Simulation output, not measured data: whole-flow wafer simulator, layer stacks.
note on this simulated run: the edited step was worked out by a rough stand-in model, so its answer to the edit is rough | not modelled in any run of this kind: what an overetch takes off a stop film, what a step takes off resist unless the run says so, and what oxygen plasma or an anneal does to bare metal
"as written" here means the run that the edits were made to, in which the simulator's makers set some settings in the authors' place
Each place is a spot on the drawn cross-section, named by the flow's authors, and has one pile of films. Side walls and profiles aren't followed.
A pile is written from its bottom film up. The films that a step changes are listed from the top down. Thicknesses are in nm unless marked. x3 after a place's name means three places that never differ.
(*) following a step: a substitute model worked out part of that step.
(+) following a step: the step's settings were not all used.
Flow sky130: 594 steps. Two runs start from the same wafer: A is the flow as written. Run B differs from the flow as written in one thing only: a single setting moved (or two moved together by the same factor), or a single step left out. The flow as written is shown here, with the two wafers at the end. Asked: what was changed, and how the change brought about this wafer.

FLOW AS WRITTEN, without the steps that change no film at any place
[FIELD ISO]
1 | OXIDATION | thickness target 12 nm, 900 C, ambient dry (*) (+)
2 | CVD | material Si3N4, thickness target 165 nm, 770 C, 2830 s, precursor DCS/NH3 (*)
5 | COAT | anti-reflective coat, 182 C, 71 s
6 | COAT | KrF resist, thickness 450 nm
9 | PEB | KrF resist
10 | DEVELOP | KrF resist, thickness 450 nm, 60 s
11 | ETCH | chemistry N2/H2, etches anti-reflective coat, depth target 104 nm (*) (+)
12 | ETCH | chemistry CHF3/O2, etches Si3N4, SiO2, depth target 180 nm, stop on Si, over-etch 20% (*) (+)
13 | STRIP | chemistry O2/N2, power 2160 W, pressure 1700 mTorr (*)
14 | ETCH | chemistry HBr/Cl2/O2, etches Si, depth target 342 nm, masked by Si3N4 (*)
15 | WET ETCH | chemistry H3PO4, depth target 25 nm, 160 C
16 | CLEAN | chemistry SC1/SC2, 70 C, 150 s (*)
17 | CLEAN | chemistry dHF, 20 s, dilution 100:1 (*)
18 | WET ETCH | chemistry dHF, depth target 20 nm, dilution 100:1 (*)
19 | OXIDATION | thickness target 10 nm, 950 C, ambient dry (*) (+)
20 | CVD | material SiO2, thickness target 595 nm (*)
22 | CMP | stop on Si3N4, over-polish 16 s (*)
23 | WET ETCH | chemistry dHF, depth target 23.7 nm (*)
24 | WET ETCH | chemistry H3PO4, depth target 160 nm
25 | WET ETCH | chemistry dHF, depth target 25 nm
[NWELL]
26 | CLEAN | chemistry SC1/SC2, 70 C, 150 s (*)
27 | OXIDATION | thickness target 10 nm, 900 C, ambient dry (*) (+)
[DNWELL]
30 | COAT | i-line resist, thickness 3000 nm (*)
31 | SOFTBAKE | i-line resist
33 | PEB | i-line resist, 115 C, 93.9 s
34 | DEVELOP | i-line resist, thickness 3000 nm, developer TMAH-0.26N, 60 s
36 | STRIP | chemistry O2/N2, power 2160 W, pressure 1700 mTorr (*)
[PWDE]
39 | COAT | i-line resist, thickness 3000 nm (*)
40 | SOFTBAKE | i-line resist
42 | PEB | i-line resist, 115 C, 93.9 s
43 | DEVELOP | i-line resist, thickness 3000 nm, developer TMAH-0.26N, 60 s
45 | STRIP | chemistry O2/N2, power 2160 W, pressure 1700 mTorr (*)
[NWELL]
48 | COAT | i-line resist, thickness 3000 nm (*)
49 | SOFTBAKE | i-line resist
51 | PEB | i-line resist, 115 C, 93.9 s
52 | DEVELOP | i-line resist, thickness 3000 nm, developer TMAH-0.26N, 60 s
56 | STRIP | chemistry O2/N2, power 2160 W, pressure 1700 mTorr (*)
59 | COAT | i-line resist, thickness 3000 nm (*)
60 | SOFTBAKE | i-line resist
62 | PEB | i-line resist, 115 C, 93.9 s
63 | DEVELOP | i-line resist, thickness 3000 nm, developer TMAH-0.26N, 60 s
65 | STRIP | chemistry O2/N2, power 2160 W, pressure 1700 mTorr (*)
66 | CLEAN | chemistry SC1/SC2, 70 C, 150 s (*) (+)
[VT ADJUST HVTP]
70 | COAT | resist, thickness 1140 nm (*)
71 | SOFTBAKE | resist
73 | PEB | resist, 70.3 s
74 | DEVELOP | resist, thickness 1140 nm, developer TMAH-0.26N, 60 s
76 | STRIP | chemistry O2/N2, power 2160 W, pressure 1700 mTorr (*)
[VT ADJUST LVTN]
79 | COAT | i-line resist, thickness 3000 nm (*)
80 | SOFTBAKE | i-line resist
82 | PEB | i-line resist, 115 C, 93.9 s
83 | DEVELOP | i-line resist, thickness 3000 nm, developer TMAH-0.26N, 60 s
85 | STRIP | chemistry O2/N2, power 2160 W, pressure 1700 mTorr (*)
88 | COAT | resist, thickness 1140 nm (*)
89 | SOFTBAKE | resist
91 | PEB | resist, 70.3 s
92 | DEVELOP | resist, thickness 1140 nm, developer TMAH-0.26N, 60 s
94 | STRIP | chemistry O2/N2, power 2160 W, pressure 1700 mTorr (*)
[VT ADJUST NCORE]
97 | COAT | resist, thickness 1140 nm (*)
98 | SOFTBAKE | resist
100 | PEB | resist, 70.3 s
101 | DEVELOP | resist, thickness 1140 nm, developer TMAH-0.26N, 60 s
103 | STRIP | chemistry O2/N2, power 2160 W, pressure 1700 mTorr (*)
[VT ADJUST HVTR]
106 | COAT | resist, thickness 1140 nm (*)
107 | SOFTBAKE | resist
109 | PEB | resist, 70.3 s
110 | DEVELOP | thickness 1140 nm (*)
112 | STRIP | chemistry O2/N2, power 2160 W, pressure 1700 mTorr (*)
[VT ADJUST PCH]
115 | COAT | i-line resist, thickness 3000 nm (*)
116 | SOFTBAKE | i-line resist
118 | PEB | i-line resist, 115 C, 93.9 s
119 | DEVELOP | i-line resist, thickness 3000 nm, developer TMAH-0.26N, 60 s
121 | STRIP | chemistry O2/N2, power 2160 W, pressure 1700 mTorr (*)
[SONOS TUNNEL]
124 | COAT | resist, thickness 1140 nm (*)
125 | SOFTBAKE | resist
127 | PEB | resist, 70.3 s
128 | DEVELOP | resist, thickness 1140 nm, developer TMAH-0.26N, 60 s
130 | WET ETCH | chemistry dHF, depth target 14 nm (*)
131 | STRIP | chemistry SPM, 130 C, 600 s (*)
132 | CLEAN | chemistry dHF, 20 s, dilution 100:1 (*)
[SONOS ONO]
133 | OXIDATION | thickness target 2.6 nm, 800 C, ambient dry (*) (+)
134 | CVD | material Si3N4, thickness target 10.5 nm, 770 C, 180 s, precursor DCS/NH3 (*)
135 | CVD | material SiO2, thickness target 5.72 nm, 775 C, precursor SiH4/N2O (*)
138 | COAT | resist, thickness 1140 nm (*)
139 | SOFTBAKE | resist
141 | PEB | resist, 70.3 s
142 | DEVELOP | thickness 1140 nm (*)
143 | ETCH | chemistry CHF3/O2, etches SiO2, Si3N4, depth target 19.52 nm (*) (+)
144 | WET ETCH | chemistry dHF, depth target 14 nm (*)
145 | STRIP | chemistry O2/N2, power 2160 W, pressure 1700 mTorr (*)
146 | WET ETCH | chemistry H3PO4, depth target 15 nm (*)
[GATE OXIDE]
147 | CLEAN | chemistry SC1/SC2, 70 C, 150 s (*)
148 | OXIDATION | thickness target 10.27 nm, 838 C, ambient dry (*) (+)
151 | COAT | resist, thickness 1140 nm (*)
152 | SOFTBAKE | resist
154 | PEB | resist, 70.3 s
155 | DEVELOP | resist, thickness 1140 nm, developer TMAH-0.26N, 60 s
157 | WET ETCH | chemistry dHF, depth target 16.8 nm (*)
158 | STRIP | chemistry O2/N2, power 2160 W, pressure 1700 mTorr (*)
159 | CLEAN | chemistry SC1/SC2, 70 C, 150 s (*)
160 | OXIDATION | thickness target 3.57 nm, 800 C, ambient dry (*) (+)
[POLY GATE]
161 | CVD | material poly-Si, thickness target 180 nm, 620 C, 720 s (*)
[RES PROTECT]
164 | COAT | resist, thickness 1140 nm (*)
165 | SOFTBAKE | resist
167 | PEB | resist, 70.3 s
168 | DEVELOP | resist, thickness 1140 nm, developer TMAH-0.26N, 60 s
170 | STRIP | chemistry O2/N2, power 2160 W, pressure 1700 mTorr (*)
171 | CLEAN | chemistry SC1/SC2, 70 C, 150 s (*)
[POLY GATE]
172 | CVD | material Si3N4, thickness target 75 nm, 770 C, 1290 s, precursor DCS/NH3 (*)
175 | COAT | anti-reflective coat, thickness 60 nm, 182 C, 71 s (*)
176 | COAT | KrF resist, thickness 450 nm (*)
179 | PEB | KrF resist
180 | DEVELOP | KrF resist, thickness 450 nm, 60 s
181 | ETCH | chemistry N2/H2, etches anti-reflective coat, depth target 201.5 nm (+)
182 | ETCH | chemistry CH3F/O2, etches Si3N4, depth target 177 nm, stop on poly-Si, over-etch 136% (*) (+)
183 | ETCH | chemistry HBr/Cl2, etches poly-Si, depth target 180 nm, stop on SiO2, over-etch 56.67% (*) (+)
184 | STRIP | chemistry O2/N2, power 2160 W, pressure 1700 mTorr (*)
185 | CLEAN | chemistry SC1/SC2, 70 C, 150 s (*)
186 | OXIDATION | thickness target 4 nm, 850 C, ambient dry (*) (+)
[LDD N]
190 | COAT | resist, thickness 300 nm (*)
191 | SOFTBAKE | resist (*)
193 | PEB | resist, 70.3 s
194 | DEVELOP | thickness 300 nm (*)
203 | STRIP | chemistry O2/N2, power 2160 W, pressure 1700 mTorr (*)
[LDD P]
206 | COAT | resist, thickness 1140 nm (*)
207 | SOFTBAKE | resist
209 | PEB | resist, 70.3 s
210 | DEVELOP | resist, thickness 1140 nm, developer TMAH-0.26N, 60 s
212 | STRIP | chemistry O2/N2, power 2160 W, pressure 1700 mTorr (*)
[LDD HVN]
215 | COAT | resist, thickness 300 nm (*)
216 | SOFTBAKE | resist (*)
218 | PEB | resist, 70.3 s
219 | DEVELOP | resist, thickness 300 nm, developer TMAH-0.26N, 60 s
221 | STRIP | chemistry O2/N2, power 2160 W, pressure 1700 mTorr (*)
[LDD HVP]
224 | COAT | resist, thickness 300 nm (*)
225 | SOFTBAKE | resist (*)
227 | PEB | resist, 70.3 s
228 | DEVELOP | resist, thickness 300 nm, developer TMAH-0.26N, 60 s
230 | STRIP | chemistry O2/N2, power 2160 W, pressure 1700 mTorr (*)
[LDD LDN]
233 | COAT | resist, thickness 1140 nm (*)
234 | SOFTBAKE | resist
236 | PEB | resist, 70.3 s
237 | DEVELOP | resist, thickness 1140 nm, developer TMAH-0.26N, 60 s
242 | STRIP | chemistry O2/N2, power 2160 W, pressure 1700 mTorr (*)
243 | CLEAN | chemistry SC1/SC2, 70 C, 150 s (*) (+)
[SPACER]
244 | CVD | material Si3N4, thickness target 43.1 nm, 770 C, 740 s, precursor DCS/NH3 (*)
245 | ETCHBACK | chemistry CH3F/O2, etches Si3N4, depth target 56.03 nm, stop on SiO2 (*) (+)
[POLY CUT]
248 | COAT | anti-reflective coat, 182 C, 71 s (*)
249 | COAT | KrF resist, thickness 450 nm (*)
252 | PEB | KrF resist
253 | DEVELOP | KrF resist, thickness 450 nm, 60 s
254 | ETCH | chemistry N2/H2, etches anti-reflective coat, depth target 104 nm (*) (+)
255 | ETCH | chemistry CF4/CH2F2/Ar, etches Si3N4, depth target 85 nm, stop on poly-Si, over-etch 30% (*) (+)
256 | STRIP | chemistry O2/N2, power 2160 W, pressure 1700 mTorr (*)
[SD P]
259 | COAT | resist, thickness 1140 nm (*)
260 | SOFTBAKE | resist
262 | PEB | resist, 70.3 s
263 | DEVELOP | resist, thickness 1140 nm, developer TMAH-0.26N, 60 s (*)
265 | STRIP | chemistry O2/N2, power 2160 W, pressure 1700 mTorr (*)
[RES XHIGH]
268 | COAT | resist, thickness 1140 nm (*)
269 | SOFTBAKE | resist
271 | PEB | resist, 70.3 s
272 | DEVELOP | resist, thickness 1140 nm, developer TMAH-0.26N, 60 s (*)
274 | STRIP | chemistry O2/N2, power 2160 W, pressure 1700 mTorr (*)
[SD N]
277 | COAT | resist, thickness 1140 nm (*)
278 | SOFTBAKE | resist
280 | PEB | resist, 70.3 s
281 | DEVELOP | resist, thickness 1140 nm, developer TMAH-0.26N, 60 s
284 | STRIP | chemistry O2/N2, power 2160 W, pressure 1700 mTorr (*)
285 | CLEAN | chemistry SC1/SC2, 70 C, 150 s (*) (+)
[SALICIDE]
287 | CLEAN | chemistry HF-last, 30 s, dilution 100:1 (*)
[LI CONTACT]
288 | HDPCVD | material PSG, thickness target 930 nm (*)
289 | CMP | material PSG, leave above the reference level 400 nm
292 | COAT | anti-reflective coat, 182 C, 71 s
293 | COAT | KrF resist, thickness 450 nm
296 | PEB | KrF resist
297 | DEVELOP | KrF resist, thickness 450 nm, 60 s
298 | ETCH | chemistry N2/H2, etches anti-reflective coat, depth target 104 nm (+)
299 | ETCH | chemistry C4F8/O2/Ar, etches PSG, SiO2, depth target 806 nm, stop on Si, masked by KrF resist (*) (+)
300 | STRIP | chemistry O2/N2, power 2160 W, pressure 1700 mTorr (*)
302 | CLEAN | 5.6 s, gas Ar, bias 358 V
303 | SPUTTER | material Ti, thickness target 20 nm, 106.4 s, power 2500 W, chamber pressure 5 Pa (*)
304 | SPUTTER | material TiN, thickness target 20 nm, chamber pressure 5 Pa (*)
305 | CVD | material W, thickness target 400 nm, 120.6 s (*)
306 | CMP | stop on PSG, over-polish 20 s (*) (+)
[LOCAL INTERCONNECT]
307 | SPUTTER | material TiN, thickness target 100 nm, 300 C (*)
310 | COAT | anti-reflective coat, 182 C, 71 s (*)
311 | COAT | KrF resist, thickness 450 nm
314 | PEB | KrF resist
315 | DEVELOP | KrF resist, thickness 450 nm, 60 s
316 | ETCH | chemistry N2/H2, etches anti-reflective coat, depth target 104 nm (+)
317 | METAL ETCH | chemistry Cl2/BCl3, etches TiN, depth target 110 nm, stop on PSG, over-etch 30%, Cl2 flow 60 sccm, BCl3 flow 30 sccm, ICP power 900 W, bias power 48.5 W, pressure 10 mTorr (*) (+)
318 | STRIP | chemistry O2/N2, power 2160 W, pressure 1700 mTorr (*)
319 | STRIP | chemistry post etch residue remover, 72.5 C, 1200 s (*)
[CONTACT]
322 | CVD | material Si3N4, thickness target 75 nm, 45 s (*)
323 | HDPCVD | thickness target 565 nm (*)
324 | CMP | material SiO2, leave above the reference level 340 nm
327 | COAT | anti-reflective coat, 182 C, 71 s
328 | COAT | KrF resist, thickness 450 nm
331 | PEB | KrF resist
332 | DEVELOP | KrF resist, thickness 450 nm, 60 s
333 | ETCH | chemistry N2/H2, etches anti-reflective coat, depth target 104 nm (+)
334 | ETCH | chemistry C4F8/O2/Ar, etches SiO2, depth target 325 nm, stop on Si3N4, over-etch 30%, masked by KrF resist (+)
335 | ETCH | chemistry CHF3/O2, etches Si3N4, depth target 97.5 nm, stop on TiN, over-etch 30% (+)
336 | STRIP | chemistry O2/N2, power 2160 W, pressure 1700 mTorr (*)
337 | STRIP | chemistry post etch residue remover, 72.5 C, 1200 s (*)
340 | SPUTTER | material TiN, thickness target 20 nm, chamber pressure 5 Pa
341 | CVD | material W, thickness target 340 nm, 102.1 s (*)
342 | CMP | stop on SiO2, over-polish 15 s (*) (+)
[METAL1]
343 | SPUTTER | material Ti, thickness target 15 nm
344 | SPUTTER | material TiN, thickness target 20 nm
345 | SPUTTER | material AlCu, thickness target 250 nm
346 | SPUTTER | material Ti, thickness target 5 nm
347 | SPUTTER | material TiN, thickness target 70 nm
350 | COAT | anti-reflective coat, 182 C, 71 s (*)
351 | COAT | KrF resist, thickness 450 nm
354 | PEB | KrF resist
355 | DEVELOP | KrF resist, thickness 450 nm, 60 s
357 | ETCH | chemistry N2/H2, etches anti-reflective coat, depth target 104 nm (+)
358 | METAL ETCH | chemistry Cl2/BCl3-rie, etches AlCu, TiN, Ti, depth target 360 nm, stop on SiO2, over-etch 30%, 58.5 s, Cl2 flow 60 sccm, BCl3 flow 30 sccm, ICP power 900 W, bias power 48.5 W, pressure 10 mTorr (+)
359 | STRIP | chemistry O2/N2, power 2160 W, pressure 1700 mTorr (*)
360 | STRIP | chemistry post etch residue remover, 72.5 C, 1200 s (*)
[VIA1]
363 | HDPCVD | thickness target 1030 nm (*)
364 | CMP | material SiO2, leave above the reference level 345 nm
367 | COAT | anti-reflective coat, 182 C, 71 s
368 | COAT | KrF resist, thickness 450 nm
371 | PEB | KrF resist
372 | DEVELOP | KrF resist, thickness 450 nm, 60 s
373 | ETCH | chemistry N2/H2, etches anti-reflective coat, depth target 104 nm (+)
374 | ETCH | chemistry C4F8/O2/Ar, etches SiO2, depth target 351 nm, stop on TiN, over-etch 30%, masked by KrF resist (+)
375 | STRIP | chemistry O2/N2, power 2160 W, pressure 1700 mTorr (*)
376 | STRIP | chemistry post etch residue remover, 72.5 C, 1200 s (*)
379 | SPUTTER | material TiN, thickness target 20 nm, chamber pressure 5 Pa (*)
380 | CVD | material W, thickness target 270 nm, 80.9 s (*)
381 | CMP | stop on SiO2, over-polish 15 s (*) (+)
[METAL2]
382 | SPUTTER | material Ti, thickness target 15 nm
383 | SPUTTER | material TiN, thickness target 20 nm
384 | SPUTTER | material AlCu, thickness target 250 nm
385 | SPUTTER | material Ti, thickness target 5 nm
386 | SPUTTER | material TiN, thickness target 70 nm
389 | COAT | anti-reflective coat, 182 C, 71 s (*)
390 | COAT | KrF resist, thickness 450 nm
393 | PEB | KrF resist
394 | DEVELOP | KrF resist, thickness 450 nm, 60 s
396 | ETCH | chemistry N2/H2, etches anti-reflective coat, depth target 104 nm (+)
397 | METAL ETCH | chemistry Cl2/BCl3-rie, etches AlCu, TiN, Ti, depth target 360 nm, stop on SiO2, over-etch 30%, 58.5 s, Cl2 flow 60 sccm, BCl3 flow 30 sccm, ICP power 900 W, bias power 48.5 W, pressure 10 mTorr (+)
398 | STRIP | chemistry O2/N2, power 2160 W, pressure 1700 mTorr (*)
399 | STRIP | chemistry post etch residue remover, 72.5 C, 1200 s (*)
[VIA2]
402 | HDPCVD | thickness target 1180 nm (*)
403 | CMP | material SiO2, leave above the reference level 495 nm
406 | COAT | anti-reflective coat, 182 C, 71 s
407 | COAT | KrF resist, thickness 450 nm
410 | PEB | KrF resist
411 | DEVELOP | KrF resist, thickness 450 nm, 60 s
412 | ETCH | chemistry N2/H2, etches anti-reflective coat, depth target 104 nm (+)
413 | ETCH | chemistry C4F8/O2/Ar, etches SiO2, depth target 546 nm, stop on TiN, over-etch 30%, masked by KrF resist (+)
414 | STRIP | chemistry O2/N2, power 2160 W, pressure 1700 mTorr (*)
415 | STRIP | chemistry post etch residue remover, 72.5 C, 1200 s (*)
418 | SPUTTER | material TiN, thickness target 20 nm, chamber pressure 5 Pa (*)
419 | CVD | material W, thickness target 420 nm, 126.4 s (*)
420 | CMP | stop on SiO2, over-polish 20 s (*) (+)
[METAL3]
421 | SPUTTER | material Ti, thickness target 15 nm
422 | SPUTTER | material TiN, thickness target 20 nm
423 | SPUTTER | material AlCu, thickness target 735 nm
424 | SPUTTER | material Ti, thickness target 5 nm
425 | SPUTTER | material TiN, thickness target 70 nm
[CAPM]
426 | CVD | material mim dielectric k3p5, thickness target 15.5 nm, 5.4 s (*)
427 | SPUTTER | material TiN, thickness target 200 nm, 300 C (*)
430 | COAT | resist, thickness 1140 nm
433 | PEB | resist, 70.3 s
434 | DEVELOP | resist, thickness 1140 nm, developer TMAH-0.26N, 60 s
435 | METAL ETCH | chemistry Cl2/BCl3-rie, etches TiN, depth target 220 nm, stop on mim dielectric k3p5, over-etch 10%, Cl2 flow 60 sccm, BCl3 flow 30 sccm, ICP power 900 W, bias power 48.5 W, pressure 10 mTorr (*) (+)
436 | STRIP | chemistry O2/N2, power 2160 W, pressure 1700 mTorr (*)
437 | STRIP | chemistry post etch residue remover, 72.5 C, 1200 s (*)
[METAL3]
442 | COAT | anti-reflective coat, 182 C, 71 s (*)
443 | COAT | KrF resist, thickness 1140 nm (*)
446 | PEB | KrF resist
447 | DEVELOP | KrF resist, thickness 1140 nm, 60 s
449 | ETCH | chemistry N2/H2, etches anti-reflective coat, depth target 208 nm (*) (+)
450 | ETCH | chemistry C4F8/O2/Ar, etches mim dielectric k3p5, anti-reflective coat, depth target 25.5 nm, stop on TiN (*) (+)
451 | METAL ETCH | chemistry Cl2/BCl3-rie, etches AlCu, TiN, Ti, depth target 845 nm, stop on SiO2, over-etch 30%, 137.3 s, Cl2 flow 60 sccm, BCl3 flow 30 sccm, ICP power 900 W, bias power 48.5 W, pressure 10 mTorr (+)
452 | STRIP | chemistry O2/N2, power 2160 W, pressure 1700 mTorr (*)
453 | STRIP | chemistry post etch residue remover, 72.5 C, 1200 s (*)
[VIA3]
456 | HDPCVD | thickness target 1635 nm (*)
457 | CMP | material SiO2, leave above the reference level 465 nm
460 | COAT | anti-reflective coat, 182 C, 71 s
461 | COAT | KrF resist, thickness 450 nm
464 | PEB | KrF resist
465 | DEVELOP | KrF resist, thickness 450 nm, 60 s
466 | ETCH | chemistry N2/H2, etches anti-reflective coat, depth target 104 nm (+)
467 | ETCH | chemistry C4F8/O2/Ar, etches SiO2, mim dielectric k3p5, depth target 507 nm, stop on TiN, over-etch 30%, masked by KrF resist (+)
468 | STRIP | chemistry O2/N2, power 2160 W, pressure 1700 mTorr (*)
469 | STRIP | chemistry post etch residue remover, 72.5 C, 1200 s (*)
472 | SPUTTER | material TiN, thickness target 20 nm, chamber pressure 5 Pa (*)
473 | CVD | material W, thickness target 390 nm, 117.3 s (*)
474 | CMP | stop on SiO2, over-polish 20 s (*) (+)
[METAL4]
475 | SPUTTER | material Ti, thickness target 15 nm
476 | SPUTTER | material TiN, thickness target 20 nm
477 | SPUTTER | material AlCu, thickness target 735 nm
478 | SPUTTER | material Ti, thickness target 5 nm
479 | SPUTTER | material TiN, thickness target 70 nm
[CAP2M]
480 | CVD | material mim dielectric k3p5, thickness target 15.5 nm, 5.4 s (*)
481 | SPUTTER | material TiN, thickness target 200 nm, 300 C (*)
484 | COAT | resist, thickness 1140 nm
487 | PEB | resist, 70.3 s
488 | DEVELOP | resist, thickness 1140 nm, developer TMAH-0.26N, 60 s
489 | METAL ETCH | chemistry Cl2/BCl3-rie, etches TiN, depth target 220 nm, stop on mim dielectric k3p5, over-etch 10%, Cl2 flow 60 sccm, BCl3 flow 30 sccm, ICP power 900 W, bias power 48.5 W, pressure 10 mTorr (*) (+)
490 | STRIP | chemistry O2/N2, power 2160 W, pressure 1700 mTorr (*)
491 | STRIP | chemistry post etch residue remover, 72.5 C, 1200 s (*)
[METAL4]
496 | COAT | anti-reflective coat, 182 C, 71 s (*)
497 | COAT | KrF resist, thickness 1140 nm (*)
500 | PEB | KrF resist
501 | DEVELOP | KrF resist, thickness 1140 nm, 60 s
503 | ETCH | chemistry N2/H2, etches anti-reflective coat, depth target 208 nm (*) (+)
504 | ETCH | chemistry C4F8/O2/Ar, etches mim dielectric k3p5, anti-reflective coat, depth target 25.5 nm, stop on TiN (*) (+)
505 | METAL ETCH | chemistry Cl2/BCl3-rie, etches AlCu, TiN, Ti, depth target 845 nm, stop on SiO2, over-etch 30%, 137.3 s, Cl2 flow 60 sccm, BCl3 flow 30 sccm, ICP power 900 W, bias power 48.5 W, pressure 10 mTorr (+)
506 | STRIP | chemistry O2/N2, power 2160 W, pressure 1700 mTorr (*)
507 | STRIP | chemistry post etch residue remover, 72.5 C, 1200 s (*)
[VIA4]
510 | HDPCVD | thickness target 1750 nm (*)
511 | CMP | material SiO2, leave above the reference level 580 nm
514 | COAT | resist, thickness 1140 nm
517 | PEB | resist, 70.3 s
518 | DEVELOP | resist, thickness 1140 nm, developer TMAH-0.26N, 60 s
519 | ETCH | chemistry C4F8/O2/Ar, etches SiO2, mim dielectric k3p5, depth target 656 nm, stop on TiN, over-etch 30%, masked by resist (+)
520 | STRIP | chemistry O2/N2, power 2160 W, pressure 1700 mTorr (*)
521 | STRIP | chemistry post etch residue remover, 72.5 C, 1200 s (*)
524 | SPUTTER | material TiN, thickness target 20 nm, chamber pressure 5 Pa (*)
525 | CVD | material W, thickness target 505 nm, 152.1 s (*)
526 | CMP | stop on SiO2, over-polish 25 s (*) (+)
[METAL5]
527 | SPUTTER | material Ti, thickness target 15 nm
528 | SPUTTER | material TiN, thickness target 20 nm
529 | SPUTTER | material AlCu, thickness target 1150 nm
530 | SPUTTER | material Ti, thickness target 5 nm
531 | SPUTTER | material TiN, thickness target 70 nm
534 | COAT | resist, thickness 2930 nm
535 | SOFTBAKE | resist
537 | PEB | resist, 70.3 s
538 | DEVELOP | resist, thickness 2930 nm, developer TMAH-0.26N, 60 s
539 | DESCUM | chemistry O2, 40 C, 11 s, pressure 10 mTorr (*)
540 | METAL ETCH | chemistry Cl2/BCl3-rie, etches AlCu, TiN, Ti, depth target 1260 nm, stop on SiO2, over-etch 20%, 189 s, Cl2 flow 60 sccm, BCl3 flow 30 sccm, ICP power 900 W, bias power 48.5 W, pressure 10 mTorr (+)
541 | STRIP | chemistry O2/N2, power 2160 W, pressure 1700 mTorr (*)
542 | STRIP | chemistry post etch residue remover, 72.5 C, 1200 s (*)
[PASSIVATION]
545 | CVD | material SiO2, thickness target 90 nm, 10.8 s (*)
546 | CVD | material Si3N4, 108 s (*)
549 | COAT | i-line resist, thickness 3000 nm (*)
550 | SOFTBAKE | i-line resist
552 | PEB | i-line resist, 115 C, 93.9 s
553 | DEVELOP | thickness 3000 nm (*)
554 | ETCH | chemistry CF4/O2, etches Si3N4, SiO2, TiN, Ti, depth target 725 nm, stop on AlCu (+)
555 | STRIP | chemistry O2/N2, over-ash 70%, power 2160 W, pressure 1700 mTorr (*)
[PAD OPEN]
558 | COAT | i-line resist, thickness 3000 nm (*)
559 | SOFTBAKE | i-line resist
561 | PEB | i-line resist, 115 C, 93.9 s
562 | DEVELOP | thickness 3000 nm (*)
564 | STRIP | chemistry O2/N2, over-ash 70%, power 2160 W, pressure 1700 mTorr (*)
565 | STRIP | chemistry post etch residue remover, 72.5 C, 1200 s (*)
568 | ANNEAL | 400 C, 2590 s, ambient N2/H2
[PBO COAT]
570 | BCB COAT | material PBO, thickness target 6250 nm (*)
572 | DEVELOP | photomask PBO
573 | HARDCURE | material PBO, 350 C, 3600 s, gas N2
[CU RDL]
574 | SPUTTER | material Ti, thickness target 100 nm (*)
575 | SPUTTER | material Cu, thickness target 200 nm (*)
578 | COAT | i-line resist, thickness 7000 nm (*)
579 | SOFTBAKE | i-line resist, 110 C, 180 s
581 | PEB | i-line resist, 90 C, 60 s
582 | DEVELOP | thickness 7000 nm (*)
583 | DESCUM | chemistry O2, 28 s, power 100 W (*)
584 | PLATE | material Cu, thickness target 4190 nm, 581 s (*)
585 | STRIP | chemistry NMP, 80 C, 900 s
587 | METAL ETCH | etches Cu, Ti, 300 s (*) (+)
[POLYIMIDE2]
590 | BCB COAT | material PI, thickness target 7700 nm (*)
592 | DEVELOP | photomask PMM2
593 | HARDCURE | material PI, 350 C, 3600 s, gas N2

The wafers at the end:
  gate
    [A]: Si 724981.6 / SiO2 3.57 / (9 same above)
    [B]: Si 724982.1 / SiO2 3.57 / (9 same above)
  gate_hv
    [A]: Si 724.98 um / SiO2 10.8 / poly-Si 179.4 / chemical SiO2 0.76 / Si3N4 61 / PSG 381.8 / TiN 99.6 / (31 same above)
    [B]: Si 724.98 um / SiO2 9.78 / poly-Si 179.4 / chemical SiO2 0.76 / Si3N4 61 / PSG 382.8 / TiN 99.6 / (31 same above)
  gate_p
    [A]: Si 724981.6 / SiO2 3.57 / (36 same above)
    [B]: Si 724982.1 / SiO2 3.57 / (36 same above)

Cause: step 148, OXIDATION: thickness target 9.241 nm was run, whereas the flow has thickness target 10.27 nm.

Step by step, how the change led to this:
  148 | OXIDATION | thickness target 10.27 nm, 838 C, ambient dry (*) (+)
      active, n_well, p_well and 98 more: A SiO2 gains 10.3 (new film), chemical SiO2 loses 0.76 (all of it), Si loses 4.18 | B SiO2 gains 9.24 (new film), chemical SiO2 loses 0.76 (all of it), Si loses 3.73
  157 | WET ETCH | chemistry dHF, depth target 16.8 nm (*)
      active, n_well, p_well and 58 more: A SiO2 loses 10.3 (all of it) | B SiO2 loses 9.24 (all of it)
